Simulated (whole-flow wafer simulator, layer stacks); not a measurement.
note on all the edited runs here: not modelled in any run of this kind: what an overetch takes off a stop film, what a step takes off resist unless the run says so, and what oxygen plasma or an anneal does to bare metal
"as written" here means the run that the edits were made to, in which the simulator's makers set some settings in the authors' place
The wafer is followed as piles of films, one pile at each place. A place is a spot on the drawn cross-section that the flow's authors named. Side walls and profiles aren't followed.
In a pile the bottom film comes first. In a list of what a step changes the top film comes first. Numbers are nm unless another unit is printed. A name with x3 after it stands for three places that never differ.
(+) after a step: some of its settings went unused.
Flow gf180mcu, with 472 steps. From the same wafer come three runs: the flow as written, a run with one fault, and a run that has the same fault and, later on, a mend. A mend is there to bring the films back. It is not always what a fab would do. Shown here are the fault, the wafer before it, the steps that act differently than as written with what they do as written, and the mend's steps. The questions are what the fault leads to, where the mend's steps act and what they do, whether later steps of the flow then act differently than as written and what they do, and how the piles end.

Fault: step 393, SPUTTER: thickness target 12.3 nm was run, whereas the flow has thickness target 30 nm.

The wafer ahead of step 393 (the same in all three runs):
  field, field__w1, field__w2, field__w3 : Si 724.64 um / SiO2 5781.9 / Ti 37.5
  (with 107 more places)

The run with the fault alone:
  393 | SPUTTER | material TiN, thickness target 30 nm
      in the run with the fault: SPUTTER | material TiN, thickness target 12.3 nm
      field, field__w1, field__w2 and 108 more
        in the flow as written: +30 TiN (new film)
        in the run with the fault: +12.3 TiN (new film)
  Steps further on in the flow that do not act as written (not shown: 1 more step that differs only slightly, by at most 2% or 0.5 nm, whichever is larger):
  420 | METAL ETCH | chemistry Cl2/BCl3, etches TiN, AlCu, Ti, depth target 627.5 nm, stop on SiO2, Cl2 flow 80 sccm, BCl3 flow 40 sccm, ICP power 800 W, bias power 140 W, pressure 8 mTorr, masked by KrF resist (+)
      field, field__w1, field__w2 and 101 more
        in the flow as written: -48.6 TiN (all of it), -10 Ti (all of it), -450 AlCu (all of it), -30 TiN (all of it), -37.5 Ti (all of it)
        in the run with the fault: -48.6 TiN (all of it), -10 Ti (all of it), -450 AlCu (all of it), -12.3 TiN (all of it), -37.5 Ti (all of it)
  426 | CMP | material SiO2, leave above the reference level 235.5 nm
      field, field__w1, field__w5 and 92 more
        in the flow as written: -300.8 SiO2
        in the run with the fault: -318.5 SiO2
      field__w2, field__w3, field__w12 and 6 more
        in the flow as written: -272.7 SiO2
        in the run with the fault: -291.2 SiO2
  By the end, the piles at field__w4, field__w8, contact, m1, m1__w1, mim, mim_1p0, m1_nw depart from the flow's by more than 2% or 0.5 nm, whichever is larger.
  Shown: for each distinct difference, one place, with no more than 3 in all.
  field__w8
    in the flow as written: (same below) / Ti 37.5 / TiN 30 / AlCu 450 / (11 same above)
    in the run with the fault: (same below) / Ti 37.5 / TiN 12.3 / AlCu 450 / (11 same above)
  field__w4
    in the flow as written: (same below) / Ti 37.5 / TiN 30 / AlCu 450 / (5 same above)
    in the run with the fault: (same below) / Ti 37.5 / TiN 12.3 / AlCu 450 / (5 same above)
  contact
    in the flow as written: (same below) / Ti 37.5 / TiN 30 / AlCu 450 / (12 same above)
    in the run with the fault: (same below) / Ti 37.5 / TiN 12.3 / AlCu 450 / (12 same above)

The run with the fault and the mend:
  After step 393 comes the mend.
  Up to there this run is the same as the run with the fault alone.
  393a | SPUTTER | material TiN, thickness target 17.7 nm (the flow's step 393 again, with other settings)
      field, field__w1, field__w2 and 108 more
        +17.7 TiN
  None of the later steps of the flow acts differently than as written at any place that is followed.
  The piles end the same as the flow's at every place that both follow.
